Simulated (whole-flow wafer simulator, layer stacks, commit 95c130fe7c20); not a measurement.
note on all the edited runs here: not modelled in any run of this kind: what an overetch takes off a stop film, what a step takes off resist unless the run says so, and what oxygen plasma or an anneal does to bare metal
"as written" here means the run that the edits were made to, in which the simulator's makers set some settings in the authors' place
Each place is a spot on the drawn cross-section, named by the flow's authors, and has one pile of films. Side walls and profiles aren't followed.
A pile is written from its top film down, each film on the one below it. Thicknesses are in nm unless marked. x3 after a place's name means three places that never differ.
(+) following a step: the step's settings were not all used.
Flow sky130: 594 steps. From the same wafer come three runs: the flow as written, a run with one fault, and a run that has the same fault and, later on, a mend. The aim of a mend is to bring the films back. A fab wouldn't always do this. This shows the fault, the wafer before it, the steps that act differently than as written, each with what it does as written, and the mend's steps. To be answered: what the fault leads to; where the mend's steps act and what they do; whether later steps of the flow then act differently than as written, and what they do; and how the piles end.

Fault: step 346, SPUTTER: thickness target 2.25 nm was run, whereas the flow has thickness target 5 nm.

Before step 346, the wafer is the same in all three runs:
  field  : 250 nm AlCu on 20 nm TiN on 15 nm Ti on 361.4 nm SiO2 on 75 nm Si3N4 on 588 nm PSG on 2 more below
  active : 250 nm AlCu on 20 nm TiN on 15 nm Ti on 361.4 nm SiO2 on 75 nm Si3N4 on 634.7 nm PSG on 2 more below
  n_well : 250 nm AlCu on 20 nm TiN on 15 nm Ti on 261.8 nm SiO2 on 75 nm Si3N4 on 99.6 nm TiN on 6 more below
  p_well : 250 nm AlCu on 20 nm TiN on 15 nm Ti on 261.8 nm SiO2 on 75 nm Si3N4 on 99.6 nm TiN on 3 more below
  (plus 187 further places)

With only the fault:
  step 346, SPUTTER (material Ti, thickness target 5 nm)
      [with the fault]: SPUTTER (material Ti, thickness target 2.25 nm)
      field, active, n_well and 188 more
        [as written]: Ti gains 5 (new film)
        [with the fault]: Ti gains 2.25 (new film)
  Later steps of the flow acting differently than as written (13 other steps are not shown; they differ only slightly, by no more than 2% or 0.5 nm, whichever is larger):
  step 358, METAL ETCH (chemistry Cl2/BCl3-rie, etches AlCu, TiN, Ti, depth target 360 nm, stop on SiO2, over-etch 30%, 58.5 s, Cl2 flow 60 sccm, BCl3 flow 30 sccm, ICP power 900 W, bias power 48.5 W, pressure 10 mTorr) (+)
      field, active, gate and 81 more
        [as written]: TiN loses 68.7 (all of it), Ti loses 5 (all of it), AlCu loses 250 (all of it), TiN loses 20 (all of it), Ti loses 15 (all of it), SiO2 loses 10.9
        [with the fault]: TiN loses 68.7 (all of it), Ti loses 2.25 (all of it), AlCu loses 250 (all of it), TiN loses 20 (all of it), Ti loses 15 (all of it), SiO2 loses 11.2
  At n_well, p_well, gate_hv and 104 more, the piles at the end differ from the flow's by more than 2% or 0.5 nm, whichever is larger.
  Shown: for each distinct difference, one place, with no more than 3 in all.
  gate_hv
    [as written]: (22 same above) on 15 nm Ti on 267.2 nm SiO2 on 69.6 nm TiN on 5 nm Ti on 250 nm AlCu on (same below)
    [with the fault]: (22 same above) on 15 nm Ti on 270 nm SiO2 on 69.6 nm TiN on 2.25 nm Ti on 250 nm AlCu on (same below)
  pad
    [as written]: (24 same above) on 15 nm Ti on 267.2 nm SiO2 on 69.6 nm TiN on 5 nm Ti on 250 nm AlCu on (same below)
    [with the fault]: (24 same above) on 15 nm Ti on 270 nm SiO2 on 69.6 nm TiN on 2.25 nm Ti on 250 nm AlCu on (same below)
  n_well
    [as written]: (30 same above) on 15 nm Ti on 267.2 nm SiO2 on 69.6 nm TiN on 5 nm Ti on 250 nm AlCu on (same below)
    [with the fault]: (30 same above) on 15 nm Ti on 270 nm SiO2 on 69.6 nm TiN on 2.25 nm Ti on 250 nm AlCu on (same below)

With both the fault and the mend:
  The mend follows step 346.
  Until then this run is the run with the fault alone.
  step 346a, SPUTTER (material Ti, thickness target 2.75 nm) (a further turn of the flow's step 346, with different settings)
      field, active, n_well and 188 more
        Ti gains 2.75
  Every later step of the flow that is run acts as written at every place that is followed.
  The piles end the same as the flow's at every place that both follow.
